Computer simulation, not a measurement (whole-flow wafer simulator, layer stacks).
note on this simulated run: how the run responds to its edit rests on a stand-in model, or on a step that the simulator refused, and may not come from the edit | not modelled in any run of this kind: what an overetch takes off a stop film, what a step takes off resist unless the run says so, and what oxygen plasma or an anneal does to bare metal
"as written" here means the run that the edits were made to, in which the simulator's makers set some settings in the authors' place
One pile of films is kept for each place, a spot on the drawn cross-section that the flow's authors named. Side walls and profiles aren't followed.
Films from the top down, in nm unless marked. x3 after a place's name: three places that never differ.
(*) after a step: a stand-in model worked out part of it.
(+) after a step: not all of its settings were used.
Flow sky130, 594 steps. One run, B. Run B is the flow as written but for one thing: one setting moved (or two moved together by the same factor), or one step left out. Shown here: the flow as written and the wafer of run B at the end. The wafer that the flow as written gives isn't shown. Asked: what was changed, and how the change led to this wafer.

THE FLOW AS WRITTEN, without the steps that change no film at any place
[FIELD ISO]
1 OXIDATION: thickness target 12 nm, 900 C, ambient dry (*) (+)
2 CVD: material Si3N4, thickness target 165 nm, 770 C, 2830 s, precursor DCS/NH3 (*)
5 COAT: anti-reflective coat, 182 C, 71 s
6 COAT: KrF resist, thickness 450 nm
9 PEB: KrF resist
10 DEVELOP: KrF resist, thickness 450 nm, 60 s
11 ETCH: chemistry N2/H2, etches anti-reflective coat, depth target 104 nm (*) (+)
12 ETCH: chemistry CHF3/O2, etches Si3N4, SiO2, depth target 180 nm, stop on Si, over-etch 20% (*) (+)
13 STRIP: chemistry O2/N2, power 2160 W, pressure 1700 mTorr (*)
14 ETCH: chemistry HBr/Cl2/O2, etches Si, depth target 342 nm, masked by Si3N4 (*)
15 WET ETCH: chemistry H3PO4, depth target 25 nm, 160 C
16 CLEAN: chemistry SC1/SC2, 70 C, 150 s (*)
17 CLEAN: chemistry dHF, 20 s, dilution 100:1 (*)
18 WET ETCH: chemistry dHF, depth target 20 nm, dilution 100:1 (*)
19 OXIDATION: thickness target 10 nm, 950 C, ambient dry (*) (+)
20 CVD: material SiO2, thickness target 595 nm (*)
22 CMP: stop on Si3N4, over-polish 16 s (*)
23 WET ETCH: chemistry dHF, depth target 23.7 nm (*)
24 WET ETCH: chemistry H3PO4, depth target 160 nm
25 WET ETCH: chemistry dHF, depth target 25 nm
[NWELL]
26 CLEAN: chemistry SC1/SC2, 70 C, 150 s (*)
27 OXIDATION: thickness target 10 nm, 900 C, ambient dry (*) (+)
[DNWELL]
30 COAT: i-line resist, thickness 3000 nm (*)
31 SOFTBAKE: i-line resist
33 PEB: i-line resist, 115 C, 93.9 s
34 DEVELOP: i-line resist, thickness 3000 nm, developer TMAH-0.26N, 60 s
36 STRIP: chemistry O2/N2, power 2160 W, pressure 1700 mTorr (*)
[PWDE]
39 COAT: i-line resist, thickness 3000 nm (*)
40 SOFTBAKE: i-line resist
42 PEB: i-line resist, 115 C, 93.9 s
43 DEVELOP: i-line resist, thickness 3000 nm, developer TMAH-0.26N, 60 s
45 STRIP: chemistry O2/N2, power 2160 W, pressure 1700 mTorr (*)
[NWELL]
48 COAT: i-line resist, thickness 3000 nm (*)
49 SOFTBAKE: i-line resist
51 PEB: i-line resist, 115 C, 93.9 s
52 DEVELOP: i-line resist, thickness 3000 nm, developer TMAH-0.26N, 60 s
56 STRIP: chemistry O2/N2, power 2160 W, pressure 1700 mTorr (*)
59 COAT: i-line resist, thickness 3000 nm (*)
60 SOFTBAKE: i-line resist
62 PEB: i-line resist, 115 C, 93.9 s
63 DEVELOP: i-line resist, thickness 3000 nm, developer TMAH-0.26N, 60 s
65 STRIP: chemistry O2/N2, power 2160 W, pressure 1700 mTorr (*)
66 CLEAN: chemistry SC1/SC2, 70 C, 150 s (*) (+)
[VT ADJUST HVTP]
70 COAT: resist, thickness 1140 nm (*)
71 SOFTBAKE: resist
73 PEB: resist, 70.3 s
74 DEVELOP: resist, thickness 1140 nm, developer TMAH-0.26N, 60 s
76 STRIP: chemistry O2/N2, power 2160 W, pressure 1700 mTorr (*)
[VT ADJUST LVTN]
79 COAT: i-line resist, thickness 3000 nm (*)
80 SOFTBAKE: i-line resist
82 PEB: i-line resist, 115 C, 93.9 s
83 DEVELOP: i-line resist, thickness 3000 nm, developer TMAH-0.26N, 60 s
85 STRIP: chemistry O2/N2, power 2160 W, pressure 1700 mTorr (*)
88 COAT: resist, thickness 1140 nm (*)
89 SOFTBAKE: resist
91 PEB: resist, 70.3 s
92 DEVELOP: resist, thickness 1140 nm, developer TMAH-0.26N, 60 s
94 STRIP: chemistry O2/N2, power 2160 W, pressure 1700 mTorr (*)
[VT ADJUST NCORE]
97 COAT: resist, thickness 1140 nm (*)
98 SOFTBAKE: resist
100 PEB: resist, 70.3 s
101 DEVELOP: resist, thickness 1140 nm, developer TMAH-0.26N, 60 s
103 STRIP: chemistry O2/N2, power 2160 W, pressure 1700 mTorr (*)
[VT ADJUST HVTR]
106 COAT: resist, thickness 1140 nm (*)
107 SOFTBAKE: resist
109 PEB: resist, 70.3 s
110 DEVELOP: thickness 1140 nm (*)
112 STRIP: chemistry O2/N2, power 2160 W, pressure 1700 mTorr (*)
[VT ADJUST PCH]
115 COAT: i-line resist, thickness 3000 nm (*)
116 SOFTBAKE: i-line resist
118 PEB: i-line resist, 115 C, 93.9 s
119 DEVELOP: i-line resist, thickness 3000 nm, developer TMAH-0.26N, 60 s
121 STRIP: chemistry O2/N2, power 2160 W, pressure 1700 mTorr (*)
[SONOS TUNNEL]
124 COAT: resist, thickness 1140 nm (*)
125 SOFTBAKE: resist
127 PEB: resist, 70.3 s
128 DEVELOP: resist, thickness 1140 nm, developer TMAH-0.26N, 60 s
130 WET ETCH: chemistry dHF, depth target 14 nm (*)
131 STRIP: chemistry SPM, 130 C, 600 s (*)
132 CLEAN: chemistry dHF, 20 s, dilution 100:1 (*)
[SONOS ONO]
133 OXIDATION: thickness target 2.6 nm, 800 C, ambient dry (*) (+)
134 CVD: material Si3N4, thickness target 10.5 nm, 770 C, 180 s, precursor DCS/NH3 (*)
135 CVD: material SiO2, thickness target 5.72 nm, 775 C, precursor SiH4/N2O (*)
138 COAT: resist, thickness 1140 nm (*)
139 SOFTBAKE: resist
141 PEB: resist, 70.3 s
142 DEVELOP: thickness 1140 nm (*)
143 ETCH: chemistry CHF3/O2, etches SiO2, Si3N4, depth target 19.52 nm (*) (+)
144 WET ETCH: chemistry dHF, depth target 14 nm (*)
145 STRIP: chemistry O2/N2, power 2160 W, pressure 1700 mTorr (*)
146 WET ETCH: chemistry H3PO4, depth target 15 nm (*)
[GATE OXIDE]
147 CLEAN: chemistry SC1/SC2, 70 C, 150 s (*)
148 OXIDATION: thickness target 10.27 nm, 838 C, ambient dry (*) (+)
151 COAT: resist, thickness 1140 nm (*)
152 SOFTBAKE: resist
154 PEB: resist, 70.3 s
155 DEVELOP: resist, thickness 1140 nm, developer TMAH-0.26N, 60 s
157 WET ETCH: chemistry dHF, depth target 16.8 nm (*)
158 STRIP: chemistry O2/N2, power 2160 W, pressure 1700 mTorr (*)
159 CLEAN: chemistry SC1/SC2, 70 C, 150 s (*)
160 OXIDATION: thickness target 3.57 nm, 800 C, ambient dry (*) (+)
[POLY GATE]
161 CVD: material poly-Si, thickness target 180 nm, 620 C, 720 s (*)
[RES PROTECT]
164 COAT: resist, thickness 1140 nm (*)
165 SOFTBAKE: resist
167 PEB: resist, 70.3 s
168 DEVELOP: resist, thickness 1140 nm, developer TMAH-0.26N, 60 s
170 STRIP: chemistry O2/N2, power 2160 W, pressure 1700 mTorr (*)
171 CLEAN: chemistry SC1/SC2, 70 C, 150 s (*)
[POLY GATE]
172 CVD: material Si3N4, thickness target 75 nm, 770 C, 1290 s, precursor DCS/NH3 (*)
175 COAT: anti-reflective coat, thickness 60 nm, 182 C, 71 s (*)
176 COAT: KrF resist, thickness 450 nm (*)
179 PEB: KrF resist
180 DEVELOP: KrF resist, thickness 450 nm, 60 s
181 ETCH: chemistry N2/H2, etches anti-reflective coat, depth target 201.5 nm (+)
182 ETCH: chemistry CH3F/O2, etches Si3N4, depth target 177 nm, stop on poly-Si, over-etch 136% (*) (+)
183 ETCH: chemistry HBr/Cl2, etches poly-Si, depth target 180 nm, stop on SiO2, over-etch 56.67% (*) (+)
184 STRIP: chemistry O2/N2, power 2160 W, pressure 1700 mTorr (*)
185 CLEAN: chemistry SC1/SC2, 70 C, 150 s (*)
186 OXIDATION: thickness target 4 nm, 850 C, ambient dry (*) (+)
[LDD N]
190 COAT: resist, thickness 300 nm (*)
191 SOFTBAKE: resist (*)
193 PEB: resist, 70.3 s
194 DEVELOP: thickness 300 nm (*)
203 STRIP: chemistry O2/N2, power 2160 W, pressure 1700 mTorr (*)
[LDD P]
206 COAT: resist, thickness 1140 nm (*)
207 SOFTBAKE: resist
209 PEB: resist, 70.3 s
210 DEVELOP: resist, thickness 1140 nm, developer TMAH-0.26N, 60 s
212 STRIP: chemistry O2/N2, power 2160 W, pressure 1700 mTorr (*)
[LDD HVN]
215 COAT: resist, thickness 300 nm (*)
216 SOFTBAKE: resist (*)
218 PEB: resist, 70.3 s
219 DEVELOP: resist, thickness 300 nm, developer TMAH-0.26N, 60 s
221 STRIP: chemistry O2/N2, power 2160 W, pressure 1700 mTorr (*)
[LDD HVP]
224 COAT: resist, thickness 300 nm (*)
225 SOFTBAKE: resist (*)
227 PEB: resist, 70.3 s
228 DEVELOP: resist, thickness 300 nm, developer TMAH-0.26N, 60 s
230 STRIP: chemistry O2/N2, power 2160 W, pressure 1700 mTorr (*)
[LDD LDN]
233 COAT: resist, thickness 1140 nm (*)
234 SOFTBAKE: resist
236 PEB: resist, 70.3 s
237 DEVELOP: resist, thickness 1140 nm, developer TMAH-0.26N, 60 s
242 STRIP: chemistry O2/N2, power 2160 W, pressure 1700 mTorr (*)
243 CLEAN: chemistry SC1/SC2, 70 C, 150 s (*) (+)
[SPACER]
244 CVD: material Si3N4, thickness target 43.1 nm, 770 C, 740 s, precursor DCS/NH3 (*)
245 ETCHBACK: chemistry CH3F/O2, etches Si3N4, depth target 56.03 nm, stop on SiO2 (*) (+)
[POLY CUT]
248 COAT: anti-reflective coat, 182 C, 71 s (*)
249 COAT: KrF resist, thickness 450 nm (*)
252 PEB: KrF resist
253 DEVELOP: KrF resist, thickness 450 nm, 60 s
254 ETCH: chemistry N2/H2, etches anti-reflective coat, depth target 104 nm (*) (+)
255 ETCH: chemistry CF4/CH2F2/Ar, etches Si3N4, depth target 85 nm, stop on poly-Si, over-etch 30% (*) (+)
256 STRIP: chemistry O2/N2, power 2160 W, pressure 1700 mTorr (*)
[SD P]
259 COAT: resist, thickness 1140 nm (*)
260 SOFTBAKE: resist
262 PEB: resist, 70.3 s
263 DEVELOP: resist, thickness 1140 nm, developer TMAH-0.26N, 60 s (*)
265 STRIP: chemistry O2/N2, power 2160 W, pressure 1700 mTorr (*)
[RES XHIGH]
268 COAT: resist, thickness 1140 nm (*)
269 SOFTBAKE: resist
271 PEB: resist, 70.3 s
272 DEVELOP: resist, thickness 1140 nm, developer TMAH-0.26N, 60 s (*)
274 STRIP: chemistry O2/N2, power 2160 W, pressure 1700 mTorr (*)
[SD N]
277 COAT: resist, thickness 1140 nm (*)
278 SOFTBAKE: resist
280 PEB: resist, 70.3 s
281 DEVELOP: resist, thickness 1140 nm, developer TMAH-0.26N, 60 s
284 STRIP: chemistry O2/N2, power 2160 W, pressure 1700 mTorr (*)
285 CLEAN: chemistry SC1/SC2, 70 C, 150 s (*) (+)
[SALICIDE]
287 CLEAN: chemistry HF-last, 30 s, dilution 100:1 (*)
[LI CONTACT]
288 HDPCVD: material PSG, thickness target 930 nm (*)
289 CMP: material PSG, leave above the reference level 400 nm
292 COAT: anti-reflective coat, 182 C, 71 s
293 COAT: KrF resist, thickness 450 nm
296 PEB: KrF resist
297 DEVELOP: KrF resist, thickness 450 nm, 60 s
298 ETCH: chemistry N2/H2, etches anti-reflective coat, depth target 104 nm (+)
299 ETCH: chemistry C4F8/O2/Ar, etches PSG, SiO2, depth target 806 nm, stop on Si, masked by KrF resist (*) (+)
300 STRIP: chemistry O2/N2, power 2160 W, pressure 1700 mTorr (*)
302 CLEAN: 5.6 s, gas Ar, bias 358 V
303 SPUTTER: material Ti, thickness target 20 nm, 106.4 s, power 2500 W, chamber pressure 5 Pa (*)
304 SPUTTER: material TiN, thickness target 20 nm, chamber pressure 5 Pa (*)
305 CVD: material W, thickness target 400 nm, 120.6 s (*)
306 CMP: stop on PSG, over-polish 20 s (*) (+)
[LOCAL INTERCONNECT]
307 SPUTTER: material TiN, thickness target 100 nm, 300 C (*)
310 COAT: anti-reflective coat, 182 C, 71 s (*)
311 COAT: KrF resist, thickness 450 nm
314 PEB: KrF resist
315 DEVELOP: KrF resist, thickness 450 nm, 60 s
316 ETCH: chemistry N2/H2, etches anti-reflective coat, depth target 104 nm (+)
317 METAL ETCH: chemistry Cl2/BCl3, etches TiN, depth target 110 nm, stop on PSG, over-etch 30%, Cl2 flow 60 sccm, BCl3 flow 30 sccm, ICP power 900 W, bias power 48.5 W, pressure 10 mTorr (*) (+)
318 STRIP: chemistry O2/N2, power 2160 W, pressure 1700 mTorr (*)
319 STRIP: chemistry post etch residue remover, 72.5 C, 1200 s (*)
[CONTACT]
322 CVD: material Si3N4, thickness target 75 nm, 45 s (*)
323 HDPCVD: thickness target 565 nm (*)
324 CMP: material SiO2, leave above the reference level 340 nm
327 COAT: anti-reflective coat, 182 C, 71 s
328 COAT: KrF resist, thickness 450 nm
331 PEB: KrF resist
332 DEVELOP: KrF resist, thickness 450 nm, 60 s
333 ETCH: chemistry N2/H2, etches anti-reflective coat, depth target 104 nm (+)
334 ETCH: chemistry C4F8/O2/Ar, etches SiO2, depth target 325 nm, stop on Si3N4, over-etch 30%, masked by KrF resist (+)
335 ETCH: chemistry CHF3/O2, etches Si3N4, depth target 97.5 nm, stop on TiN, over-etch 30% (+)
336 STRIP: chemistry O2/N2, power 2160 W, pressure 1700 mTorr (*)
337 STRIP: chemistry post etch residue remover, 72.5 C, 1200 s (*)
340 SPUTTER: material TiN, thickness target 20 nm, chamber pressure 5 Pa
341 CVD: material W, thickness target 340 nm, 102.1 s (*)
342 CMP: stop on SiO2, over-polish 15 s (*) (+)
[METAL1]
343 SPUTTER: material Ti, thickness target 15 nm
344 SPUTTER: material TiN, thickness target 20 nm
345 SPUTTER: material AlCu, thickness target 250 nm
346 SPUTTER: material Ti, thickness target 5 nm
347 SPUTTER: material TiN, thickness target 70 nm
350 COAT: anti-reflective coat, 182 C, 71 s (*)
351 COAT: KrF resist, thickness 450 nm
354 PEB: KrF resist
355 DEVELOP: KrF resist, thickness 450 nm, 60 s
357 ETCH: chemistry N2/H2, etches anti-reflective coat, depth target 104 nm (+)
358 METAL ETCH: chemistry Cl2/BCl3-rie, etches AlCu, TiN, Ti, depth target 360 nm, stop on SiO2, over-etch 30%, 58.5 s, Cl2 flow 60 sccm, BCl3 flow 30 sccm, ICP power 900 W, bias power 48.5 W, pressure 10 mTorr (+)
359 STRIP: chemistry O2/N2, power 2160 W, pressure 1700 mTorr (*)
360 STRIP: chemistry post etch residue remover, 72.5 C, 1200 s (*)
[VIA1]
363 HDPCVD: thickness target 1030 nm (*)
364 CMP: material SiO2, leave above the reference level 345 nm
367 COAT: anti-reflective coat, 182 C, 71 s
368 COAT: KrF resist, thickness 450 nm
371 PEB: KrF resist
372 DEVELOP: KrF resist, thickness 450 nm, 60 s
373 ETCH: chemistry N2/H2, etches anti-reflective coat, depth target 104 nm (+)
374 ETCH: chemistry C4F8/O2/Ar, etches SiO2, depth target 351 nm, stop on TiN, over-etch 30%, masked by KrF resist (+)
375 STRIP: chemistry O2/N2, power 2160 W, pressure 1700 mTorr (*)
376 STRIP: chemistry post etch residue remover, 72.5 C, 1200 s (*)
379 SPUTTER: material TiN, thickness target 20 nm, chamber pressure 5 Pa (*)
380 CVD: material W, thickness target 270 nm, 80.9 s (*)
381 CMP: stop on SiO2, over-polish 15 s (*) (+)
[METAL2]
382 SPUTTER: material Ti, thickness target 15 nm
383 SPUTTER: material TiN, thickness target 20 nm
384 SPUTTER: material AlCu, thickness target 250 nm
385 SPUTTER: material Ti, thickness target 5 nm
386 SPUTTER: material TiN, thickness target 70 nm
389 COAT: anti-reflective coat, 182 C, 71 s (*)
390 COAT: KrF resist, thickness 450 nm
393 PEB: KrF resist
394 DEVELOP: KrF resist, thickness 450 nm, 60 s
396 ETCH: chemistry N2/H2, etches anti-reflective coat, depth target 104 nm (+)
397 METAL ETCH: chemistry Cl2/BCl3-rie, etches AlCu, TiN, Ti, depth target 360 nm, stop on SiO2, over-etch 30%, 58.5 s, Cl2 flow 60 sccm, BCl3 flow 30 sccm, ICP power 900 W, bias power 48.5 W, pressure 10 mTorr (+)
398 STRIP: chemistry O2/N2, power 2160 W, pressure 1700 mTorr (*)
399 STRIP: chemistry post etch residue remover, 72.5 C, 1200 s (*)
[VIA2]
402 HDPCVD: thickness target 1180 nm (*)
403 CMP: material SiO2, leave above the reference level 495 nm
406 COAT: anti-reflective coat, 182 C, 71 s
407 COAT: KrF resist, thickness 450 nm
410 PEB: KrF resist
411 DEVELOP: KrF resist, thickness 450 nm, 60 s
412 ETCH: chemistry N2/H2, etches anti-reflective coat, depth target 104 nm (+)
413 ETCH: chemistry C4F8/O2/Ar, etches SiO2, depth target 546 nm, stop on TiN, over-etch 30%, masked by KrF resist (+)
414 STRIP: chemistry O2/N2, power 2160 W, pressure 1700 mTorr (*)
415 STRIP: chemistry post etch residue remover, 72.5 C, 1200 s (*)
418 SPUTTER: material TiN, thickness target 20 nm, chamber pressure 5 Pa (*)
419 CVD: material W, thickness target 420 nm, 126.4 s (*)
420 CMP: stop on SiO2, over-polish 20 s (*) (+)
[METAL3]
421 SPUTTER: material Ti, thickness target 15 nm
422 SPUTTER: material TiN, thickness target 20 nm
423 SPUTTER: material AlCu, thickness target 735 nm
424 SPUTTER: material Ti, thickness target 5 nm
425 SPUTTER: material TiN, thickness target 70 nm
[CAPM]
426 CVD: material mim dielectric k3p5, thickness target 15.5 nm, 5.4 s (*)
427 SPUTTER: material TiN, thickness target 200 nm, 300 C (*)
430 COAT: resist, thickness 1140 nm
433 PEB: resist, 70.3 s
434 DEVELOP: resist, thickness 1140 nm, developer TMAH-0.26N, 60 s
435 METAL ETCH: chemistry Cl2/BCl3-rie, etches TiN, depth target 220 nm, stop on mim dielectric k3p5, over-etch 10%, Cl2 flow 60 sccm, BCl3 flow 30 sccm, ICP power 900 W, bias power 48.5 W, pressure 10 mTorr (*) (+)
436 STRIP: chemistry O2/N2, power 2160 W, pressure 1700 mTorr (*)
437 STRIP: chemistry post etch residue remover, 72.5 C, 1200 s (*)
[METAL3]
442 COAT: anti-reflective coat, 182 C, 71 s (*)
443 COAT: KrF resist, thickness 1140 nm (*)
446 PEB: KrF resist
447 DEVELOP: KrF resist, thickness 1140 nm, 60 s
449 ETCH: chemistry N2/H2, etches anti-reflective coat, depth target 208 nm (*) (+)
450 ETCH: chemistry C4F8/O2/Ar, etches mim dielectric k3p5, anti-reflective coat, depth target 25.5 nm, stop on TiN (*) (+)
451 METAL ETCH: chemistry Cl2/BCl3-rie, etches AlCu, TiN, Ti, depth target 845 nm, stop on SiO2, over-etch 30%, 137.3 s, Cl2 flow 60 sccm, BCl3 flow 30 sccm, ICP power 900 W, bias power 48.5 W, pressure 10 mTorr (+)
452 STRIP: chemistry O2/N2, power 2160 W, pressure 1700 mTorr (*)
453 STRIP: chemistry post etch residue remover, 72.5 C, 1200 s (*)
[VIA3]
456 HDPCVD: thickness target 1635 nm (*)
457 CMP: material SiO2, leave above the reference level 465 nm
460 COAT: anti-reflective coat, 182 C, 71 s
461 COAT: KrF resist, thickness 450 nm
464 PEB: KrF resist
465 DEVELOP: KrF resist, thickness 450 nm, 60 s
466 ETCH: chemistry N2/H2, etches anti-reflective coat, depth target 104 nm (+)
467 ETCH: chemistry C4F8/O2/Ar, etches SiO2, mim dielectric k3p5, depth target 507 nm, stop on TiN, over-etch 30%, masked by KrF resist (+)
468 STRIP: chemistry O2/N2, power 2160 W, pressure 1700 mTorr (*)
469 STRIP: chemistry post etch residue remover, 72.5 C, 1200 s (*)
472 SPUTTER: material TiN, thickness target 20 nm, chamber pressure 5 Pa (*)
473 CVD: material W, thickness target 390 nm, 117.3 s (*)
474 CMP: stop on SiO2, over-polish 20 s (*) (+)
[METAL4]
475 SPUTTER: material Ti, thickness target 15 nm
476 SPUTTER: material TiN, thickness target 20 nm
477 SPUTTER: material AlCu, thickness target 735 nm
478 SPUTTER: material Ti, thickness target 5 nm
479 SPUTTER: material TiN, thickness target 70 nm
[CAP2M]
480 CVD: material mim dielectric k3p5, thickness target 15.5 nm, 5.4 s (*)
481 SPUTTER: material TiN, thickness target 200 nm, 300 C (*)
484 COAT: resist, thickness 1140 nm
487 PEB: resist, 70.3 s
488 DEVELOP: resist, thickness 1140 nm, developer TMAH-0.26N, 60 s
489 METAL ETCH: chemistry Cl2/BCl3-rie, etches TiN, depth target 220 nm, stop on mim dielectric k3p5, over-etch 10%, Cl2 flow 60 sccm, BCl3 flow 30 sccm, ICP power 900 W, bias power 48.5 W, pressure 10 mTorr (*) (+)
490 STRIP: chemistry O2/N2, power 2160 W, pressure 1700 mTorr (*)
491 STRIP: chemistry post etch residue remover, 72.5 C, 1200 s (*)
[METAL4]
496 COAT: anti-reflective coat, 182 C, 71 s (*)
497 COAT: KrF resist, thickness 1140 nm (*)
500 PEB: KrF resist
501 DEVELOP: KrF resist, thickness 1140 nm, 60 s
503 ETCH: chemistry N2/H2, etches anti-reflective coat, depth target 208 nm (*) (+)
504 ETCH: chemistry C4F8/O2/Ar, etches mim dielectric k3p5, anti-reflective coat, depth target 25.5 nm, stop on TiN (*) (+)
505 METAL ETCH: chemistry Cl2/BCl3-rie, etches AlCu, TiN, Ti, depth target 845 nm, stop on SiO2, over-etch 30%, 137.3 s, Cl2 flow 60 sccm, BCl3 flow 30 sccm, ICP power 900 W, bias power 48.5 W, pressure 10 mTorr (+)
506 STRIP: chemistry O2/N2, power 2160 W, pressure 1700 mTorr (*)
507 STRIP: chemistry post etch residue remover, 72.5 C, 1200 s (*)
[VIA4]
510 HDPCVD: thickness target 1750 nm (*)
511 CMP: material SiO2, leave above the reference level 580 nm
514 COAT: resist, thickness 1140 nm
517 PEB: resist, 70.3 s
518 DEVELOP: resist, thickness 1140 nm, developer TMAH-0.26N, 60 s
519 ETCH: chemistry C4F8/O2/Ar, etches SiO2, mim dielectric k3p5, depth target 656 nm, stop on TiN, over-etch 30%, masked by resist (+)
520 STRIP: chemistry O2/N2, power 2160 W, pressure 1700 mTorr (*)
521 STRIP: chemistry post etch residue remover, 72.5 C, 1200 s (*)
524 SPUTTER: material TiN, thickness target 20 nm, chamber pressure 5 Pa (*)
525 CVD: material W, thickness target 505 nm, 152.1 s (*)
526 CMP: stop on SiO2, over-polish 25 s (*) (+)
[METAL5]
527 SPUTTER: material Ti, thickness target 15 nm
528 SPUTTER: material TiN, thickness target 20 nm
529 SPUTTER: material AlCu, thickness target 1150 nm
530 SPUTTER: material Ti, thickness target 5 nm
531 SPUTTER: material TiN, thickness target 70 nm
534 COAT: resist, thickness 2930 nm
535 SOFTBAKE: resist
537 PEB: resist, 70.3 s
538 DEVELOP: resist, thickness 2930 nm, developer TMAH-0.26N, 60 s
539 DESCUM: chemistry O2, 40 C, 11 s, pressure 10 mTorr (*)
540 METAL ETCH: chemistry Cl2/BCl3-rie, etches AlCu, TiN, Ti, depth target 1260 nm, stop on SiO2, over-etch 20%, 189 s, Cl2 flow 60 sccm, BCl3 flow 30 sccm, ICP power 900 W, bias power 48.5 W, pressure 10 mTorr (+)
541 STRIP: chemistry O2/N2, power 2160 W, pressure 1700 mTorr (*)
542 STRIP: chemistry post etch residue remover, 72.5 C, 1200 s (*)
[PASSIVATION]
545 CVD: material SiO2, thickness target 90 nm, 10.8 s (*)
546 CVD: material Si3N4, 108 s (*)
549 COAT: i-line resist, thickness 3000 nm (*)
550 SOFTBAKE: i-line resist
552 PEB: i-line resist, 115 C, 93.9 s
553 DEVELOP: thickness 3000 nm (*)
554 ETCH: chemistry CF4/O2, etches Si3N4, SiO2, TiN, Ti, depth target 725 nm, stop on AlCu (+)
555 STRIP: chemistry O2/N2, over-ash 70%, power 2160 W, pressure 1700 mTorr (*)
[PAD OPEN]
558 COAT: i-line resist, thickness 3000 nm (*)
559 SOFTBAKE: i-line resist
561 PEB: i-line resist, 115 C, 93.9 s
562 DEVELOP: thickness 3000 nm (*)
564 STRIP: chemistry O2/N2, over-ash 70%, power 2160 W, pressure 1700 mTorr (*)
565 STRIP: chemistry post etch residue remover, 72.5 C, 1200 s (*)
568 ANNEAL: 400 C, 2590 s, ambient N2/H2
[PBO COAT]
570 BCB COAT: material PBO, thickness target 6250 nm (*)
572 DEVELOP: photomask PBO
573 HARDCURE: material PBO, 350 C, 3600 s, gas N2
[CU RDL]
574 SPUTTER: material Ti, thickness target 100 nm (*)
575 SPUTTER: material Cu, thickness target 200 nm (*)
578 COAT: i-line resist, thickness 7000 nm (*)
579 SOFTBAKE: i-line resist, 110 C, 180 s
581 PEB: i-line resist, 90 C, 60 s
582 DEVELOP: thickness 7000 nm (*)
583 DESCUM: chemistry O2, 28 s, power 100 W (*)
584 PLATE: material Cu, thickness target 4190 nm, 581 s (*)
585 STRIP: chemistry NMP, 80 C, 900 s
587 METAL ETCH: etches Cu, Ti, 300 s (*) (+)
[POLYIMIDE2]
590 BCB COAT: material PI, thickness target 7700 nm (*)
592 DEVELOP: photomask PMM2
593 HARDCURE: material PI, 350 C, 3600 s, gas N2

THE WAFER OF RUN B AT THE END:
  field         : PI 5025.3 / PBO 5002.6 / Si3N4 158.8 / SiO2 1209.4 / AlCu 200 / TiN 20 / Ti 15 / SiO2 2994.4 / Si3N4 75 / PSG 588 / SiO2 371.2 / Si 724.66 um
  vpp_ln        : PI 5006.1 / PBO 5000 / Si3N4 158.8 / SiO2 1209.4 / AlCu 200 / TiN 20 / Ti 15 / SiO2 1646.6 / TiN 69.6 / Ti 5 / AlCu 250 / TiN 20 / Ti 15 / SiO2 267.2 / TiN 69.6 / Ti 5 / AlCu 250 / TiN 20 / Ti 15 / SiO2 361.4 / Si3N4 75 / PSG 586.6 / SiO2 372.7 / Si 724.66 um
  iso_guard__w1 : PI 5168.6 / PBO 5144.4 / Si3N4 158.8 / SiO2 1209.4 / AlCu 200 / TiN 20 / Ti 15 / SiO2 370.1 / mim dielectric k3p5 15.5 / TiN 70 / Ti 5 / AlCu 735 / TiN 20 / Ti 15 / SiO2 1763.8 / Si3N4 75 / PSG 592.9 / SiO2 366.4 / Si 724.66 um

The cause: step 505, METAL ETCH: depth target 464.8 nm was run, where the flow has depth target 845 nm; step 505, METAL ETCH: 75.5 s was run, where the flow has 137.3 s.

How the change led to this, step by step:
  505 METAL ETCH: chemistry Cl2/BCl3-rie, etches AlCu, TiN, Ti, depth target 845 nm, stop on SiO2, over-etch 30%, 137.3 s, Cl2 flow 60 sccm, BCl3 flow 30 sccm, ICP power 900 W, bias power 48.5 W, pressure 10 mTorr (+)
      field, gate, spacer and 68 more: TiN -70 (all of it), Ti -5 (all of it), AlCu -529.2 (as written it would be: TiN -70 (all of it), Ti -5 (all of it), AlCu -735 (all of it), TiN -20 (all of it), Ti -15 (all of it), SiO2 -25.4)
      active, vpp_iso1, mim_edge_plate and 14 more: TiN -70 (all of it), Ti -5 (all of it), AlCu -529.2 (as written it would be: TiN -70 (all of it), Ti -5 (all of it), AlCu -735 (all of it), TiN -20 (all of it), Ti -15 (all of it), SiO2 -25.3)
      (and at 105 more places)
  506 STRIP: chemistry O2/N2, power 2160 W, pressure 1700 mTorr (*)
      mim, dice_street, dext_nw_sti and 46 more: KrF resist -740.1 (all of it), anti-reflective coat -80 (all of it) (as written it would be: KrF resist -492.9 (all of it), anti-reflective coat -80 (all of it))
      n_well, p_well, gate_hv and 34 more: KrF resist -740 (all of it), anti-reflective coat -80 (all of it) (as written it would be: KrF resist -492.9 (all of it), anti-reflective coat -80 (all of it))
      (and at 19 more places)
  507 STRIP: chemistry post etch residue remover, 72.5 C, 1200 s (*)
      field, active, gate and 85 more: AlCu -5.72 (as written it would be: nothing)
  510 HDPCVD: thickness target 1750 nm (*)
      field, active, gate and 85 more: SiO2 +1750 (new film) (as written it would be: SiO2 +1750)
  511 CMP: material SiO2, leave above the reference level 580 nm
      field, active, gate and 77 more: SiO2 -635 (as written it would be: SiO2 -374.7)
      iso_guard__w1, mim_edge_gap, vpp_l1ln, vpp_m3ln, rpm_encl, via2_enc, rpm_encl_psd, iso_guard_nsd_tip: SiO2 -635 (as written it would be: SiO2 -374.6)
Counting metal films that touch as one body, field has 1 body; the flow as written gives 0 bodies.
Counting metal films that touch as one body, vpp_ln has 3 bodies (between them, from the top down: SiO2 1646.6; SiO2 267.2); the flow as written gives 2 bodies (between them, from the top down: SiO2 267.2).
Counting metal films that touch as one body, iso_guard__w1 has 2 bodies (between them, from the top down: SiO2 370.1 / mim dielectric k3p5 15.5); the flow as written gives 1 body.
